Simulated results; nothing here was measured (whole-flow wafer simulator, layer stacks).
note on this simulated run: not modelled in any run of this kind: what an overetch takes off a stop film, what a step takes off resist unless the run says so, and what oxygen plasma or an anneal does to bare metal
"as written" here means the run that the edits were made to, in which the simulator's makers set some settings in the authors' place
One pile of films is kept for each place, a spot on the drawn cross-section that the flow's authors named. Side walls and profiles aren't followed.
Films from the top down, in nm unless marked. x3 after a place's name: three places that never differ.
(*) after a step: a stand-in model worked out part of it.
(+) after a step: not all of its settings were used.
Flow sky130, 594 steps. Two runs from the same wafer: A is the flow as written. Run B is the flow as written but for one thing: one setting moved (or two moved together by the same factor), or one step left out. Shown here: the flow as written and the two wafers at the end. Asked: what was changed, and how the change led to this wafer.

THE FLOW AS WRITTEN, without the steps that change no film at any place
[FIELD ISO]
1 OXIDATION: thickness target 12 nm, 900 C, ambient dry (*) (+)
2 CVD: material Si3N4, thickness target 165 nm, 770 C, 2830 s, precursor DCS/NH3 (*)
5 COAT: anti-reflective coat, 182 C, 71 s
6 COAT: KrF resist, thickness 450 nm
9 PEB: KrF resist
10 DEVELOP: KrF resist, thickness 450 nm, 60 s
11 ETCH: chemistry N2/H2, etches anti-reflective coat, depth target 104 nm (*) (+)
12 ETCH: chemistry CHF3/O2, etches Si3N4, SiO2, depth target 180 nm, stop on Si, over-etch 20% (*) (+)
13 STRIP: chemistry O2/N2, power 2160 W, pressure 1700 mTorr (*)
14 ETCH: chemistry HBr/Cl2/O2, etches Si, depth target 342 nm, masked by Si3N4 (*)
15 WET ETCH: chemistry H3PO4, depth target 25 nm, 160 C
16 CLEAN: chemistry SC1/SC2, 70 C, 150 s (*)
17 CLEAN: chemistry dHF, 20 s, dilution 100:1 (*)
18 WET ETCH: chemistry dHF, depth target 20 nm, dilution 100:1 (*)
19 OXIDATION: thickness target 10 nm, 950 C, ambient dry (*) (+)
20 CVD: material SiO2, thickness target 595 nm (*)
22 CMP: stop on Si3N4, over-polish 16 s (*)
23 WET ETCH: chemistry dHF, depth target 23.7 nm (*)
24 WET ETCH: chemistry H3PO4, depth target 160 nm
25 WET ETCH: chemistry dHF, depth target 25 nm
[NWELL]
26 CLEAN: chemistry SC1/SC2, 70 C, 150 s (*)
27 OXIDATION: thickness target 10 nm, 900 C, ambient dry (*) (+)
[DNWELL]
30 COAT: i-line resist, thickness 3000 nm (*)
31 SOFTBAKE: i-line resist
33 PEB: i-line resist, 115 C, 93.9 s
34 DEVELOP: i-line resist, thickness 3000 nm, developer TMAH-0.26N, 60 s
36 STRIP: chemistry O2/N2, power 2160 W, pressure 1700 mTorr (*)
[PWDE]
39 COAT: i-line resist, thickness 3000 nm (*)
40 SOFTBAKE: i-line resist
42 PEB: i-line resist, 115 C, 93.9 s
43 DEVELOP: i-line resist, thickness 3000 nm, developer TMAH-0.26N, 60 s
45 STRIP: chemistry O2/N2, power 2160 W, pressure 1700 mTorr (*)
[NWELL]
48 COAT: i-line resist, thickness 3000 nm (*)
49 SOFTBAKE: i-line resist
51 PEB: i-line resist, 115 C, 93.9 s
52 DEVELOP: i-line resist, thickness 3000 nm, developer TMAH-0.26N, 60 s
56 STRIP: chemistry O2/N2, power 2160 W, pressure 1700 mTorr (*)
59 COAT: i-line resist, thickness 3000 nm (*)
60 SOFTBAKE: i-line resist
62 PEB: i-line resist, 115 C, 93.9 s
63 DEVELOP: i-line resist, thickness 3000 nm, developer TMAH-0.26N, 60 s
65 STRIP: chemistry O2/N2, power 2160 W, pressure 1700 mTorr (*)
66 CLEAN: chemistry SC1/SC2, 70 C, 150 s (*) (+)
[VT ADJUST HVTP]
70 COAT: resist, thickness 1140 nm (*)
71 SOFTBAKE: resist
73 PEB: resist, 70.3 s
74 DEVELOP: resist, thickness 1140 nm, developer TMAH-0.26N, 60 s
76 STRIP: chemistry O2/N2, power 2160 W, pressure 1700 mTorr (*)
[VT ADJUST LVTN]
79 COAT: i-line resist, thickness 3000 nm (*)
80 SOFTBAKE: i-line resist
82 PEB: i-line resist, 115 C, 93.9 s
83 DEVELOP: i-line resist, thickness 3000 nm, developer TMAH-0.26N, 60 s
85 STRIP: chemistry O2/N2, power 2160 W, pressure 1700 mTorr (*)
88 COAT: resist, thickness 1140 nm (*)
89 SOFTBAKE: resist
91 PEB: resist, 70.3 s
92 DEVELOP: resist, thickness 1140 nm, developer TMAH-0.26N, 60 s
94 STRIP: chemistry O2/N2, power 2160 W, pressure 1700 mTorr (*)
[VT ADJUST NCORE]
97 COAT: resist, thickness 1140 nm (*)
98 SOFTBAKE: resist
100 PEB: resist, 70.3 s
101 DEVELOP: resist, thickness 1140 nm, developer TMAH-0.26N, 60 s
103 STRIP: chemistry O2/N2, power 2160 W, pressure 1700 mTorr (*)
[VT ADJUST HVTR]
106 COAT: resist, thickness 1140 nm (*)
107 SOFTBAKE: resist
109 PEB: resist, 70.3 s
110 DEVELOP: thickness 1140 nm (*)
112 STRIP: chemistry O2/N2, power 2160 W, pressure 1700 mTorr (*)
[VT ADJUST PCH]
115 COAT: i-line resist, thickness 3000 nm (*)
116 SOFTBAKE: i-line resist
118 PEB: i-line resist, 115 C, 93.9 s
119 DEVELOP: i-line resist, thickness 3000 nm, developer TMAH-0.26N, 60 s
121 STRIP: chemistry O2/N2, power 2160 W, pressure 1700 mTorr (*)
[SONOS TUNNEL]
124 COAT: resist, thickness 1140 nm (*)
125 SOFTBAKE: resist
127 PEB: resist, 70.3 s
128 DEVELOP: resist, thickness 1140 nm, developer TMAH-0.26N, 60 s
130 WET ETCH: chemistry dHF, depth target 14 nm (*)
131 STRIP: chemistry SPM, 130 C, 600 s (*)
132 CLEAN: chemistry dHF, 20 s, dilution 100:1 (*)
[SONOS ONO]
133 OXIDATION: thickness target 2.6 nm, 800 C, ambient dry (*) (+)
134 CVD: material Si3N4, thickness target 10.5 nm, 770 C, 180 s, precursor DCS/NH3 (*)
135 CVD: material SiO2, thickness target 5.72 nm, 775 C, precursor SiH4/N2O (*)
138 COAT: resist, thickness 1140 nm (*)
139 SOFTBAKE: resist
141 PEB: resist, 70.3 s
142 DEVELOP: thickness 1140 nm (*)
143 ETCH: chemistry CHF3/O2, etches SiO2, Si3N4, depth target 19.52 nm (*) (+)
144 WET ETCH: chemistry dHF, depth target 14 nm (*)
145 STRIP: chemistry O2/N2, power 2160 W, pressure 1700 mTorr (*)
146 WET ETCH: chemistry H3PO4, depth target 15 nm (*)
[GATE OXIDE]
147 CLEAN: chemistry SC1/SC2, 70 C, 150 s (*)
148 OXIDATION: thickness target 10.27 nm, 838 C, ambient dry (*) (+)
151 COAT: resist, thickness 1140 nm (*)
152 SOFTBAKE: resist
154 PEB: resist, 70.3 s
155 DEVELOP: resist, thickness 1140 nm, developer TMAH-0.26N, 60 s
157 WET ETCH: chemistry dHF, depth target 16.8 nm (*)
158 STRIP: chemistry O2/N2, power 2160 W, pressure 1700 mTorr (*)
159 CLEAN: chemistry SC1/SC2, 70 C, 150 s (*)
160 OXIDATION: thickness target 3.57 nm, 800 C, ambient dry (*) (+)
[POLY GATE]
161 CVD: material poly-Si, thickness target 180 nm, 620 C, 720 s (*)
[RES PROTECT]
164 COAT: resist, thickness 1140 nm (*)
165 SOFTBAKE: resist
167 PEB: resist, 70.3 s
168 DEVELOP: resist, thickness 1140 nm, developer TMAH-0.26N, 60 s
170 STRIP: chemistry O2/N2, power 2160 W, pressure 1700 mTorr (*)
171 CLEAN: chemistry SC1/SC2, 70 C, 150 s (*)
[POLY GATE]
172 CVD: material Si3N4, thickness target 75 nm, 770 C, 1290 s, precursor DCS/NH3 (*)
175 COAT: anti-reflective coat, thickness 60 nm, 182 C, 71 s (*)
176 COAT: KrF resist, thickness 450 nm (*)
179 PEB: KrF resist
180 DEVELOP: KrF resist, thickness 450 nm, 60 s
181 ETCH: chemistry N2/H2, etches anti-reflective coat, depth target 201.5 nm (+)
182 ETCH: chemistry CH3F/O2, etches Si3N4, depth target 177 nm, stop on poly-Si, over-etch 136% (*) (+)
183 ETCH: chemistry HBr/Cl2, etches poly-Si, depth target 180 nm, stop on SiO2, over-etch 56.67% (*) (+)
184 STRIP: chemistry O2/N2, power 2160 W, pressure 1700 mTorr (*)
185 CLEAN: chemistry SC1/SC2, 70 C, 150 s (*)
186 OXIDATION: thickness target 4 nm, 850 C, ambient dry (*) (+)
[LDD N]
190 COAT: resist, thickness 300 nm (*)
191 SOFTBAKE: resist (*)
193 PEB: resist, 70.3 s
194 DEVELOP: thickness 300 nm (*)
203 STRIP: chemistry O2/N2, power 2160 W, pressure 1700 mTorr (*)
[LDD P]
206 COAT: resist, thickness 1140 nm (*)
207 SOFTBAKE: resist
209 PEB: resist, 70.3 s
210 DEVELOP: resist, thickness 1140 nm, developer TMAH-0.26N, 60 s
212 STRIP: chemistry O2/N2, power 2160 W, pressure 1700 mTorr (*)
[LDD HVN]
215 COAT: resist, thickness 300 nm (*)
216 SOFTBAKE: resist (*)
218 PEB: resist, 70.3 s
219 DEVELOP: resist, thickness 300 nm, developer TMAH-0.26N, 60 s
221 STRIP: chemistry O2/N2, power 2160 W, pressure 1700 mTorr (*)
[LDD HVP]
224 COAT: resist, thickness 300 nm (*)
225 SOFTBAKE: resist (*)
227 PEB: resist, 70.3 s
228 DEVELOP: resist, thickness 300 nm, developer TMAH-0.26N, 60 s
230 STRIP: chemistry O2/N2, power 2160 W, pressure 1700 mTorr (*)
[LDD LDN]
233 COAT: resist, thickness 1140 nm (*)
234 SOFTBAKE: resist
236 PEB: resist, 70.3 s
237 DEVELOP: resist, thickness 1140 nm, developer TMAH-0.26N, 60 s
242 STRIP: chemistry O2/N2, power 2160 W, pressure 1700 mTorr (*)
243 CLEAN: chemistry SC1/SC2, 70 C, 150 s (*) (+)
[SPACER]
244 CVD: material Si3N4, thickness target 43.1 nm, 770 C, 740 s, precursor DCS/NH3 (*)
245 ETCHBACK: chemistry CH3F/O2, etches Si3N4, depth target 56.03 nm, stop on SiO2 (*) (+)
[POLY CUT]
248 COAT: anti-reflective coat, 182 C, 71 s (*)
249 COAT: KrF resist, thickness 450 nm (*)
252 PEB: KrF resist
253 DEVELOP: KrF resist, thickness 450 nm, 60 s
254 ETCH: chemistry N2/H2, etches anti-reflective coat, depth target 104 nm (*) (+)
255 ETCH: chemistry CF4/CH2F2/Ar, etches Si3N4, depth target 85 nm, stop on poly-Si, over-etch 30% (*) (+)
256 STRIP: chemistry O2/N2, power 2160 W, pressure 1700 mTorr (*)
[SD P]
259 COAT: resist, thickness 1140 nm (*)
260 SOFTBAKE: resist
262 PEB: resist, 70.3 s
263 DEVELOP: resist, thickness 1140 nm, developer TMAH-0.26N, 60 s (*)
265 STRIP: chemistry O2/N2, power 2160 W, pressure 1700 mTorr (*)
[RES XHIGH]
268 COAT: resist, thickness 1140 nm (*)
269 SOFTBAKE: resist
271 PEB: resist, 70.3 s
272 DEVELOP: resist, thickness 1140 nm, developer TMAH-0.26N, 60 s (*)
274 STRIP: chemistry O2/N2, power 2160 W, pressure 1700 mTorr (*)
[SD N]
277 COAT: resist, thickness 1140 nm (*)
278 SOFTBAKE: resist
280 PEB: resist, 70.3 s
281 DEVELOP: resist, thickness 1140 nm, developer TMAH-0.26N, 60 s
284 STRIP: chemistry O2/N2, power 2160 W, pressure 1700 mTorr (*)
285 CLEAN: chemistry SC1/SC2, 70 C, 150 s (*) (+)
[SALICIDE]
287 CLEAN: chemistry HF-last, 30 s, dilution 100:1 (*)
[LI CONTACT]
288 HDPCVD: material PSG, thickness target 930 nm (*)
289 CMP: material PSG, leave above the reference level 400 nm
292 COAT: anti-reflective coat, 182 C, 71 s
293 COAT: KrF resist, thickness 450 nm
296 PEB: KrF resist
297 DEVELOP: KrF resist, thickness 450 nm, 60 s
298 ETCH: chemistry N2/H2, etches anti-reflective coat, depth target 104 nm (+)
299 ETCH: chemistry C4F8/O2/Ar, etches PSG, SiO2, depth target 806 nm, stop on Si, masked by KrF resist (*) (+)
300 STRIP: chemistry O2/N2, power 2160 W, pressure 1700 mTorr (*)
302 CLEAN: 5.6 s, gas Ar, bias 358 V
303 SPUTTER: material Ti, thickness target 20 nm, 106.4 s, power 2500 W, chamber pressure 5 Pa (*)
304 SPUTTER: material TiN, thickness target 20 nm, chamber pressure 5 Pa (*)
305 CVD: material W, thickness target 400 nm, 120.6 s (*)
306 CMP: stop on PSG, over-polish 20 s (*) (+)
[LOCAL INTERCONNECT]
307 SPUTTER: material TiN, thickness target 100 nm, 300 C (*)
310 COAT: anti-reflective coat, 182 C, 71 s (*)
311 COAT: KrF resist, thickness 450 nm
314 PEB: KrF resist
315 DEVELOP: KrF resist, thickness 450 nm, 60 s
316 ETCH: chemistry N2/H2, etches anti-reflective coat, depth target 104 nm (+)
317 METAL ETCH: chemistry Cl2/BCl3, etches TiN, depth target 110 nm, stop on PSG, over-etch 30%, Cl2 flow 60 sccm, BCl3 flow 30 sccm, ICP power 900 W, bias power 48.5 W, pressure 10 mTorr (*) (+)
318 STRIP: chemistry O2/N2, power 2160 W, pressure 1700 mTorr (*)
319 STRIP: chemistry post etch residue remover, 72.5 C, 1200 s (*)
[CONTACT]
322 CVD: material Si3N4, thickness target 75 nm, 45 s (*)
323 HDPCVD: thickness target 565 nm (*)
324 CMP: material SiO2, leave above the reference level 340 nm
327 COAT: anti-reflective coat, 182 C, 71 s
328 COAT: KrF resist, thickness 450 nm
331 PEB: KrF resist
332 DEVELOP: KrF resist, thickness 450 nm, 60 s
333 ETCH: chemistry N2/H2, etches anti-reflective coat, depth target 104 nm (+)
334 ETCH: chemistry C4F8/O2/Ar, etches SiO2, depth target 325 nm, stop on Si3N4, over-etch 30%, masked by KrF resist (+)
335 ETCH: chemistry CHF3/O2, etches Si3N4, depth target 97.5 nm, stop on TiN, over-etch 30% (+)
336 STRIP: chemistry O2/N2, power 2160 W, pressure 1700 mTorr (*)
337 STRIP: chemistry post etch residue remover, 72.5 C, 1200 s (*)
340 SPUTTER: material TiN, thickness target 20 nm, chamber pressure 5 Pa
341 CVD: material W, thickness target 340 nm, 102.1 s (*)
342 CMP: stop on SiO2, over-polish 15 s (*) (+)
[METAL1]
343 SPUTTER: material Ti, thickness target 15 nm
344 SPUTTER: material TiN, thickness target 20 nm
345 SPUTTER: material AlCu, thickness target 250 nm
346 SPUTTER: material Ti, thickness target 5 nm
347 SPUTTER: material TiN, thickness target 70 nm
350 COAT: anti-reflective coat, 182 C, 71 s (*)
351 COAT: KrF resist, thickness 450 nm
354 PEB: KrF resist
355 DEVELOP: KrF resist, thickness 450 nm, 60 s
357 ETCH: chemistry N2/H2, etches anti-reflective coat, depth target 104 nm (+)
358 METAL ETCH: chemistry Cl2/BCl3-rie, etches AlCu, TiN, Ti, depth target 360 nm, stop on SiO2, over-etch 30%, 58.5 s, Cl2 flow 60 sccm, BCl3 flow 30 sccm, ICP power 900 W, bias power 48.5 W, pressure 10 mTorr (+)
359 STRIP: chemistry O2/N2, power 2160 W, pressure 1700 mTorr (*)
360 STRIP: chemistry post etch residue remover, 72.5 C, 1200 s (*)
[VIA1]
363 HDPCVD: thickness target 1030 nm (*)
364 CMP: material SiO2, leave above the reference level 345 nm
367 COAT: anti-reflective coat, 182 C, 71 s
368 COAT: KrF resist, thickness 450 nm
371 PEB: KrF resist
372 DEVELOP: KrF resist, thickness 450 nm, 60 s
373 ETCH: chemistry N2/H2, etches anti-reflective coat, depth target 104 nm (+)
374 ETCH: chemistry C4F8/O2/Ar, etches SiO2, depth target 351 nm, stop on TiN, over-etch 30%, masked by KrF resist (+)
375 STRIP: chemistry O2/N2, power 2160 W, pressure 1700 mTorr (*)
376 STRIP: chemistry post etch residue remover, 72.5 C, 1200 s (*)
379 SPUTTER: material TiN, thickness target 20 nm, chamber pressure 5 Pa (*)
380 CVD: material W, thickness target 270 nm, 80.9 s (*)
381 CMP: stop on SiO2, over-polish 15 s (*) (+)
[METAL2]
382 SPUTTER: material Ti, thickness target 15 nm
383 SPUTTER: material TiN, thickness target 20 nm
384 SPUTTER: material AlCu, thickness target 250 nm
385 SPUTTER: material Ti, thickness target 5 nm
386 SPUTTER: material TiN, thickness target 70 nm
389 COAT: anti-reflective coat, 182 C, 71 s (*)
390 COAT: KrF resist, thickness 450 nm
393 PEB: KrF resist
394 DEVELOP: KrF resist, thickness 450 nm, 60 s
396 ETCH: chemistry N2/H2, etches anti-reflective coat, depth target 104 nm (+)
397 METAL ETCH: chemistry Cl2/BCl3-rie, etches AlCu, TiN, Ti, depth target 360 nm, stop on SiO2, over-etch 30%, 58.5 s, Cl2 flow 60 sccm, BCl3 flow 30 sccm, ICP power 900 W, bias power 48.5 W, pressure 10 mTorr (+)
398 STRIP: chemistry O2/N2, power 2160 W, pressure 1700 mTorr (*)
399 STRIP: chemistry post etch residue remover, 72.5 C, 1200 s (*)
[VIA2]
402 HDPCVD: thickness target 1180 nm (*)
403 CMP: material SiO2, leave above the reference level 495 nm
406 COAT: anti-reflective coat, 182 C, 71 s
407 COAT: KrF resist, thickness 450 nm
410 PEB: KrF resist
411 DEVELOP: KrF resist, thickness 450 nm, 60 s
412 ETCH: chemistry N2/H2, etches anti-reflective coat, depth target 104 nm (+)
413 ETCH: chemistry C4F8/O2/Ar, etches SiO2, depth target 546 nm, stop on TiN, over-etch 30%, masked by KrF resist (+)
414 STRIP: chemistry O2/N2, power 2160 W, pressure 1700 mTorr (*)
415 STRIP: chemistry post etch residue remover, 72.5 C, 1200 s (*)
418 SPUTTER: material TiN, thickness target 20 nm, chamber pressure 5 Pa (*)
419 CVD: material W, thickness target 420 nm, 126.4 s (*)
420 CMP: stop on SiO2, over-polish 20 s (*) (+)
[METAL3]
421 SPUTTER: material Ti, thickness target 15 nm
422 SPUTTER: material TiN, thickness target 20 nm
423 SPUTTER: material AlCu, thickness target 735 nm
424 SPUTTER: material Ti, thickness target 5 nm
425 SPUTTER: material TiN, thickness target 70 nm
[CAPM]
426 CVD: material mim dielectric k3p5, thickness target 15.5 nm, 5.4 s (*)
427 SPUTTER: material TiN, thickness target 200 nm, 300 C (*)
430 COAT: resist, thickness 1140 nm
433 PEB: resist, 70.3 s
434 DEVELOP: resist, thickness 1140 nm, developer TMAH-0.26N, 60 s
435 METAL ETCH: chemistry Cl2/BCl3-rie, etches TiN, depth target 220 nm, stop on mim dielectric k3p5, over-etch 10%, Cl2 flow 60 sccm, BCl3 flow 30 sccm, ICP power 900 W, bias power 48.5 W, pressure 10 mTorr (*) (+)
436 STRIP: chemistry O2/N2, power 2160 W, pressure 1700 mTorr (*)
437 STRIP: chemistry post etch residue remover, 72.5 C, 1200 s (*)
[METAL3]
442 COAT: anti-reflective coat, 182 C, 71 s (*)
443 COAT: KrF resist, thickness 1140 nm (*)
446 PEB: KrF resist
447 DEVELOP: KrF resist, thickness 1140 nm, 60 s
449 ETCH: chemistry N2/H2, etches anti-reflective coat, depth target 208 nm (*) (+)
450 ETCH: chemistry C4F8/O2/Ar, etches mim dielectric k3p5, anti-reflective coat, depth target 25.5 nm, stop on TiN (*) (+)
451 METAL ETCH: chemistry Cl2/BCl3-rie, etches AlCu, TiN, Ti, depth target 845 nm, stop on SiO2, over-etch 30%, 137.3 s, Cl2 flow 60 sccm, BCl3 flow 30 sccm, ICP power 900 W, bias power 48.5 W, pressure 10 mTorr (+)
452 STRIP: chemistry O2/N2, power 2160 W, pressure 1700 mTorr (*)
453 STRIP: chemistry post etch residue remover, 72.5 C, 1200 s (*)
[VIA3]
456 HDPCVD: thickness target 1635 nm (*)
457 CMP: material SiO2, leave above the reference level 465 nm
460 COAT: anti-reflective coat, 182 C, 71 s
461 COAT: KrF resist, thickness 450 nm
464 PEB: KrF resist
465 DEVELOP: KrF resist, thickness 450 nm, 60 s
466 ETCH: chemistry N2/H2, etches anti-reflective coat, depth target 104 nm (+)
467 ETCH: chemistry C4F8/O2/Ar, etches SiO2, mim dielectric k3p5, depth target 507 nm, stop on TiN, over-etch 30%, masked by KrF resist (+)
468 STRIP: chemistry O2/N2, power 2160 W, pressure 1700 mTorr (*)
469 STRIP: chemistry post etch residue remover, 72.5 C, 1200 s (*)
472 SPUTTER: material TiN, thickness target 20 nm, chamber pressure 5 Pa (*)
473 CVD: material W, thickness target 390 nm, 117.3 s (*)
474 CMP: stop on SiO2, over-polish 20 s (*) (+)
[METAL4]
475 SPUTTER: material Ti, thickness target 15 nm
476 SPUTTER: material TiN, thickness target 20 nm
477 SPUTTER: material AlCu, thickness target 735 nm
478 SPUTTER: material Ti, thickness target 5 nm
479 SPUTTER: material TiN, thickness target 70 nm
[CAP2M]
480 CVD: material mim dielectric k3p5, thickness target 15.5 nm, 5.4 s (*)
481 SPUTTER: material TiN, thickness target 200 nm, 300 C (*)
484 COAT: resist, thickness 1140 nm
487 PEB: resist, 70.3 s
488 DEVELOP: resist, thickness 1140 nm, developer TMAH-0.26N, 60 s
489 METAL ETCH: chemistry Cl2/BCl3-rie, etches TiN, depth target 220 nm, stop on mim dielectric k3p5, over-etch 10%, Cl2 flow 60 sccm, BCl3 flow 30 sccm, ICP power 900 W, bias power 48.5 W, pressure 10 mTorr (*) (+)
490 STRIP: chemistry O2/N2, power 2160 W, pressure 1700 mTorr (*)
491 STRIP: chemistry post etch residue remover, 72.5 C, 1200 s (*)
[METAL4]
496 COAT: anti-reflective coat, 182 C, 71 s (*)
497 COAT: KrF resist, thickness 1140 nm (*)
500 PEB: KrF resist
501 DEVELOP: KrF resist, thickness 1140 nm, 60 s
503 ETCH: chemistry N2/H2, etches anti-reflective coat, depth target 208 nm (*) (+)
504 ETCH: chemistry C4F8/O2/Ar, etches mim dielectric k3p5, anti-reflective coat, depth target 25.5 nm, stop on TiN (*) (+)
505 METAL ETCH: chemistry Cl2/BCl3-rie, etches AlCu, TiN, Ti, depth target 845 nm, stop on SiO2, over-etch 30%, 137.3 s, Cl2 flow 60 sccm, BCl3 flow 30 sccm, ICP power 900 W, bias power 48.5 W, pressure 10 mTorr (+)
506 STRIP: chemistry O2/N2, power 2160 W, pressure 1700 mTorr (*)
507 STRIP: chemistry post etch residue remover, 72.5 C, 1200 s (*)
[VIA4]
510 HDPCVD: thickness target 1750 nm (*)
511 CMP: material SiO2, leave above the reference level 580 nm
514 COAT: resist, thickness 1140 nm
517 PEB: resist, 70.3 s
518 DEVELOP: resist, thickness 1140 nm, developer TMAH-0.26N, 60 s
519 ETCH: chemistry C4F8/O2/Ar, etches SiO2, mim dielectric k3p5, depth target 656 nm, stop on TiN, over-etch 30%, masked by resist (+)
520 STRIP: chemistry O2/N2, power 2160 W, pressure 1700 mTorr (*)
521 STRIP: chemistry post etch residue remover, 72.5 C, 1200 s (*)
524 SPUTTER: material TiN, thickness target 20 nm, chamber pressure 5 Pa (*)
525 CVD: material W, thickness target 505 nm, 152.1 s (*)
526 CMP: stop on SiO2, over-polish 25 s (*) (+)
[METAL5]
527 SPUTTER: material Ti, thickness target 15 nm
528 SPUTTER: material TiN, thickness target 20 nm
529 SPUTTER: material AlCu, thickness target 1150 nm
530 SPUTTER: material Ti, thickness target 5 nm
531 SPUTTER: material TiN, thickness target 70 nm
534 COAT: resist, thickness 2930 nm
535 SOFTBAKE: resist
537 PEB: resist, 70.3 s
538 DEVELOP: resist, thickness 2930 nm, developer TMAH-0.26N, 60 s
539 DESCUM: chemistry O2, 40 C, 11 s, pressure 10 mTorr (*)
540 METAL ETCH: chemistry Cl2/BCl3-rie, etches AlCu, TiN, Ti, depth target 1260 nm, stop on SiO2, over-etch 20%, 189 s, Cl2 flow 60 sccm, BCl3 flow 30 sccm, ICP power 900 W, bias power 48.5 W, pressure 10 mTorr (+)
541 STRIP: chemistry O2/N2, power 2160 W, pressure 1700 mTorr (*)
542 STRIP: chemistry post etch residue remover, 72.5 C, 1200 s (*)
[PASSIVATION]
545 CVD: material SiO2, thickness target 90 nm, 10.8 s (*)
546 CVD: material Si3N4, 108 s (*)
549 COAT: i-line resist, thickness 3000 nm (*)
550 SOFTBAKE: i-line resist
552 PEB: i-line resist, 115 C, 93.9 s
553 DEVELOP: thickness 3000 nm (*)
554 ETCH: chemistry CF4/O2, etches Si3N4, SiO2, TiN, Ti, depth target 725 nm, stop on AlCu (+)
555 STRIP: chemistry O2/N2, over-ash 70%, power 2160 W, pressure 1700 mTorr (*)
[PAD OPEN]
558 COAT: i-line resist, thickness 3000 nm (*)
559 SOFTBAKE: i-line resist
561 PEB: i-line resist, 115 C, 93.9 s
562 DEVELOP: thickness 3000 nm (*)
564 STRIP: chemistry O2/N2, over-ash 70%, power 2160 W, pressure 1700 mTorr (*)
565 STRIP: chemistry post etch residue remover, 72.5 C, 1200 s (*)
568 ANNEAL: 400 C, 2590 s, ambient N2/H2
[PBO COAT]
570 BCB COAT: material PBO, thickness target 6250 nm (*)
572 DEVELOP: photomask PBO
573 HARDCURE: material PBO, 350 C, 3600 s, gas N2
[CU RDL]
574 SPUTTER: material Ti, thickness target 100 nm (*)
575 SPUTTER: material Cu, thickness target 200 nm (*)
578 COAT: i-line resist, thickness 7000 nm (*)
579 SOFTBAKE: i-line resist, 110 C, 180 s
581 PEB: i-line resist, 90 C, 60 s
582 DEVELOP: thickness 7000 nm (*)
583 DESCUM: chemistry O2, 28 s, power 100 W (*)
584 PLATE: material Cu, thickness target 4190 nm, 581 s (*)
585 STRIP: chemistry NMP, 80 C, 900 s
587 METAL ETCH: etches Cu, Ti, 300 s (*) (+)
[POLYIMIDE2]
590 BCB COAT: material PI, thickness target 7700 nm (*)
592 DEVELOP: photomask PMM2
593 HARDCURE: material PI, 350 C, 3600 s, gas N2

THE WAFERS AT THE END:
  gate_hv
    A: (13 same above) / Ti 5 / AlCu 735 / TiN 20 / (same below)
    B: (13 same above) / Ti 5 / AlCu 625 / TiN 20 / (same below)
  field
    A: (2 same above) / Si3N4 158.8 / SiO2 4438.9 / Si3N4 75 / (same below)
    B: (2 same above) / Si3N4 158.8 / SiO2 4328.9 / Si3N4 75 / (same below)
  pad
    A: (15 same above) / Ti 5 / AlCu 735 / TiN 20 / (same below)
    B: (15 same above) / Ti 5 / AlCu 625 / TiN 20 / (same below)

The cause: step 423, SPUTTER: thickness target 625 nm was run, where the flow has thickness target 735 nm.
It can be read off the wafer: gate_hv has AlCu 625, and step 423 as written asks for 735 nm.

How the change led to this, step by step:
  423 SPUTTER: material AlCu, thickness target 735 nm
      field, active, n_well and 188 more: A AlCu +735 (new film) | B AlCu +625 (new film)
  451 METAL ETCH: chemistry Cl2/BCl3-rie, etches AlCu, TiN, Ti, depth target 845 nm, stop on SiO2, over-etch 30%, 137.3 s, Cl2 flow 60 sccm, BCl3 flow 30 sccm, ICP power 900 W, bias power 48.5 W, pressure 10 mTorr (+)
      field, gate, spacer and 68 more: A TiN -70 (all of it), Ti -5 (all of it), AlCu -735 (all of it), TiN -20 (all of it), Ti -15 (all of it), SiO2 -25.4 | B TiN -70 (all of it), Ti -5 (all of it), AlCu -625 (all of it), TiN -20 (all of it), Ti -15 (all of it), SiO2 -36.4
      active, vpp_ln, vpp_iso2 and 11 more: A TiN -70 (all of it), Ti -5 (all of it), AlCu -735 (all of it), TiN -20 (all of it), Ti -15 (all of it), SiO2 -25.3 | B TiN -70 (all of it), Ti -5 (all of it), AlCu -625 (all of it), TiN -20 (all of it), Ti -15 (all of it), SiO2 -36.3
  457 CMP: material SiO2, leave above the reference level 465 nm
      field, active, gate and 82 more: A SiO2 -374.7 | B SiO2 -473.7
